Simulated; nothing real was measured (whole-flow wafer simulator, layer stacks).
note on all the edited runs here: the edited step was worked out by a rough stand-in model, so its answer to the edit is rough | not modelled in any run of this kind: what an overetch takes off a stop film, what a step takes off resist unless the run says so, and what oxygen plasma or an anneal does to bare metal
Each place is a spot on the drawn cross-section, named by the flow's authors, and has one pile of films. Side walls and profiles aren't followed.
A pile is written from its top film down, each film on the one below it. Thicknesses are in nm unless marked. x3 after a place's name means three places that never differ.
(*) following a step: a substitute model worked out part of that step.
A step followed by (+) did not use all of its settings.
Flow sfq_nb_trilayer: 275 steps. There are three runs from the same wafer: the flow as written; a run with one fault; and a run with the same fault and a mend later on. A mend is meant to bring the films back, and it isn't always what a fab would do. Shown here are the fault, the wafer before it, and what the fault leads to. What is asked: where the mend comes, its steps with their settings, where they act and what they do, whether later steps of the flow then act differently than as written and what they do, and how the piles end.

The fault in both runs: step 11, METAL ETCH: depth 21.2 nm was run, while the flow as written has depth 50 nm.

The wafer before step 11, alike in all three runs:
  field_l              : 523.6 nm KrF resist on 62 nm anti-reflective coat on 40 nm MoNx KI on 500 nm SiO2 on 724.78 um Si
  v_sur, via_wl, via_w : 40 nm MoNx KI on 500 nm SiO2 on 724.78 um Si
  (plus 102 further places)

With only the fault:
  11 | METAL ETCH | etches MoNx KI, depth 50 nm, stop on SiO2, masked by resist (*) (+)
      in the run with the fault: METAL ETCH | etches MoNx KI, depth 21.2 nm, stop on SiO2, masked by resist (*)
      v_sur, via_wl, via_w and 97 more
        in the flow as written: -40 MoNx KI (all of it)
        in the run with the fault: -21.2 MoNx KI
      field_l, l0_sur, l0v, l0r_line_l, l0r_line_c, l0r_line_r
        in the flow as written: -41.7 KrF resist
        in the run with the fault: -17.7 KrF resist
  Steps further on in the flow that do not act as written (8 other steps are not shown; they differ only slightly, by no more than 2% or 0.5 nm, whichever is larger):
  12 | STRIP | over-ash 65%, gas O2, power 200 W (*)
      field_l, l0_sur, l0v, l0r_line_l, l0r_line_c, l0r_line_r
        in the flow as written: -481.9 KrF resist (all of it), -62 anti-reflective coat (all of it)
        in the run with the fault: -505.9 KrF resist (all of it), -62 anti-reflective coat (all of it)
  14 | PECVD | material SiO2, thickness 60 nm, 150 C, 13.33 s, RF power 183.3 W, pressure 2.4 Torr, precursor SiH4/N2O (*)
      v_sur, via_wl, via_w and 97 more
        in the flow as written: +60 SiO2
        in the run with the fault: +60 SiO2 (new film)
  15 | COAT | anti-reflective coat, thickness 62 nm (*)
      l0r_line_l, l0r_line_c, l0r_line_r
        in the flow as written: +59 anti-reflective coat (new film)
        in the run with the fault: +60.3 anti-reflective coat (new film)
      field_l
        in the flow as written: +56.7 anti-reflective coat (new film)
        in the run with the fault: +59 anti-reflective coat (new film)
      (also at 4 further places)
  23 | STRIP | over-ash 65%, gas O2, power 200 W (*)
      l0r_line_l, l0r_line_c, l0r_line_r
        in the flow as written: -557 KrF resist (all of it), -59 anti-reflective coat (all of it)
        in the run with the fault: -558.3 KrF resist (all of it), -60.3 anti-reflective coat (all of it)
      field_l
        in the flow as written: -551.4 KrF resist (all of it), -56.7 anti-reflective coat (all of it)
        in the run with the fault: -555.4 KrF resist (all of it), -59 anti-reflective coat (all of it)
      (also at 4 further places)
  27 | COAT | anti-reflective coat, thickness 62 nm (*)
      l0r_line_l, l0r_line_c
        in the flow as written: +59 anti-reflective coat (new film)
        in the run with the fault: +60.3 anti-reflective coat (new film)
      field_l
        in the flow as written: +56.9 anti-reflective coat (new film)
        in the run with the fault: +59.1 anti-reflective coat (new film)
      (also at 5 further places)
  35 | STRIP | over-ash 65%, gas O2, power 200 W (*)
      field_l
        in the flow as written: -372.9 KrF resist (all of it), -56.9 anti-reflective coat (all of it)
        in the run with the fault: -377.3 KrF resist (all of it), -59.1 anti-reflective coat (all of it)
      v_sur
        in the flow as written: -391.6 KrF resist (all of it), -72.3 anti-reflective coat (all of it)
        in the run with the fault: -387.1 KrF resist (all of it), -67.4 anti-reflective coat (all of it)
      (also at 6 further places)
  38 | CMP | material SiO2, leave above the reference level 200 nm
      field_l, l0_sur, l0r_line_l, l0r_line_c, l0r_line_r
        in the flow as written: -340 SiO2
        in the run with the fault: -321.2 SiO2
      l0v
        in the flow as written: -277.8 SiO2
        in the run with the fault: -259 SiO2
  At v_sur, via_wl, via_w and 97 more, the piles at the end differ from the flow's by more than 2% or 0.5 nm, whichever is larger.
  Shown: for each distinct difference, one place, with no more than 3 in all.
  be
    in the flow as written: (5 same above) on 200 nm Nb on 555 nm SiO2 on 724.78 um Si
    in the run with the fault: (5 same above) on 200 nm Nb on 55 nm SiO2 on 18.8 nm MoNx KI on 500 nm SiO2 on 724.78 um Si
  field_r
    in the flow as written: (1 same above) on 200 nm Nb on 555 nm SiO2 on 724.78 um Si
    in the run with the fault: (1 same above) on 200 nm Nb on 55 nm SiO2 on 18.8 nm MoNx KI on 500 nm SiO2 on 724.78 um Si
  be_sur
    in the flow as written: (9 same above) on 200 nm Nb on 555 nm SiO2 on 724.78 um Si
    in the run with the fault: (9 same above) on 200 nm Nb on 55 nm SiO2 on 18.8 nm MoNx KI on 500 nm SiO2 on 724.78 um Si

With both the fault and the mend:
  After step 11 comes the mend.
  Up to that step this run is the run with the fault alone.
  11a | METAL ETCH | etches MoNx KI, depth 28.8 nm, stop on SiO2, masked by resist (+) (the flow's step 11 again, with other settings)
      v_sur, via_wl, via_w and 97 more
        -18.8 MoNx KI (all of it)
      field_l, l0_sur, l0v, l0r_line_l, l0r_line_c, l0r_line_r
        -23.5 KrF resist
  Every later step of the flow that is run acts as written, at every place that is followed, to within 2% or 0.5 nm, whichever is larger.
  At every place that both follow, the piles at the end match the flow's.
